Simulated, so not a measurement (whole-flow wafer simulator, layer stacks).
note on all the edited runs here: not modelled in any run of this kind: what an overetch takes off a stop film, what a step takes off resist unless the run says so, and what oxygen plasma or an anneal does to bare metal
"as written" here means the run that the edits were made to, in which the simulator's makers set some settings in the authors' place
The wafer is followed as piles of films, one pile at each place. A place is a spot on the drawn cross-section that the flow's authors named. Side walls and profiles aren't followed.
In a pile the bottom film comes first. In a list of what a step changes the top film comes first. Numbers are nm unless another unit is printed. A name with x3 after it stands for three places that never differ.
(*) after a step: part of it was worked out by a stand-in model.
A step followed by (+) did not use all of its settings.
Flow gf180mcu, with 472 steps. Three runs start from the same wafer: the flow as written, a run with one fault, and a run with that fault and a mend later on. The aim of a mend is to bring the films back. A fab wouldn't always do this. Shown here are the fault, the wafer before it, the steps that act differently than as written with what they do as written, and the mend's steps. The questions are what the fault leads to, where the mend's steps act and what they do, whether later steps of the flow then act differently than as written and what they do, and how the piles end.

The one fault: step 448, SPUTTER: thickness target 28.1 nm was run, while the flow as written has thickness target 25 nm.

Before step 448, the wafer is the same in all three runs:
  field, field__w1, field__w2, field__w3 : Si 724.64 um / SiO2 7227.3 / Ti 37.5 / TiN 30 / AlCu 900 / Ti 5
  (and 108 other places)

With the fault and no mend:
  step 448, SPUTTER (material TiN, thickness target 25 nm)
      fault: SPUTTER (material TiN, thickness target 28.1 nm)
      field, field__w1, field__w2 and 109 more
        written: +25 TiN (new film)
        fault: +28.1 TiN (new film)
  Later steps of the flow acting differently than as written (not shown: 4 more steps that differ only slightly, by at most 2% or 0.5 nm, whichever is larger):
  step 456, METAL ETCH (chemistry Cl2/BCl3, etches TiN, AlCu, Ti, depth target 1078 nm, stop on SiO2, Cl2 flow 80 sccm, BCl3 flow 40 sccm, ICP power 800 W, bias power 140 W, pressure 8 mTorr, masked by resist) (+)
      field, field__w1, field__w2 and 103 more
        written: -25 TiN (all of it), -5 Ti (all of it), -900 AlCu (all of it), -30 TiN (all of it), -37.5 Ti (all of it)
        fault: -28.1 TiN (all of it), -5 Ti (all of it), -900 AlCu (all of it), -30 TiN (all of it), -37.5 Ti (all of it)
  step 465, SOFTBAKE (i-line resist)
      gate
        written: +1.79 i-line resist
        fault: -0.34 i-line resist
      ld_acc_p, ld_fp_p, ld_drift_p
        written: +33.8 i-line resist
        fault: +27 i-line resist
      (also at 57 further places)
  The piles end different from the flow's at field__w8, contact, m1, m1__w1, pad, m1_nw by more than 2% or 0.5 nm, whichever is larger.
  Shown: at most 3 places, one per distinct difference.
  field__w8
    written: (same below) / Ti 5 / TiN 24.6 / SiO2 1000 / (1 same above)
    fault: (same below) / Ti 5 / TiN 27.7 / SiO2 1000 / (1 same above)
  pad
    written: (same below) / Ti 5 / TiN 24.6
    fault: (same below) / Ti 5 / TiN 27.7

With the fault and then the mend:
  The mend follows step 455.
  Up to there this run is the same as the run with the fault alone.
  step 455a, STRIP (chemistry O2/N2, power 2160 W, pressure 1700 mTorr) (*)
      field__w8, contact, m1, m1__w1, pad, m1_nw
        -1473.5 resist (all of it)
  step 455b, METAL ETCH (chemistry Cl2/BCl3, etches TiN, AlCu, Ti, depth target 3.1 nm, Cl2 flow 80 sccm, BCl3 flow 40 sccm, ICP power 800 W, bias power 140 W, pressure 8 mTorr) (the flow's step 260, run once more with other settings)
      field, field__w1, field__w2 and 109 more
        -3.1 TiN
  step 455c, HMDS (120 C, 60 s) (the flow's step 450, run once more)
      does not change any film at any place that is followed
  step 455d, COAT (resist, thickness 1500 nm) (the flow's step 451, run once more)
      field, field__w1, field__w2 and 109 more
        +1500 resist (new film)
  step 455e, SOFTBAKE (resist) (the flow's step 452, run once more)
      does not change any film at any place that is followed
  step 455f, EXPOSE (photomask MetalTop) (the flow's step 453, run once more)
      does not change any film at any place that is followed
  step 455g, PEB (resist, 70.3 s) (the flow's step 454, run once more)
      field, field__w1, field__w2 and 109 more
        -26.5 resist
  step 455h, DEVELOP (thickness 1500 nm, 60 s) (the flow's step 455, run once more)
      field, field__w1, field__w2 and 103 more
        -1473.5 resist (all of it)
  None of the later steps of the flow acts differently than as written at any place that is followed.
  At every place that both follow, the piles at the end match the flow's.
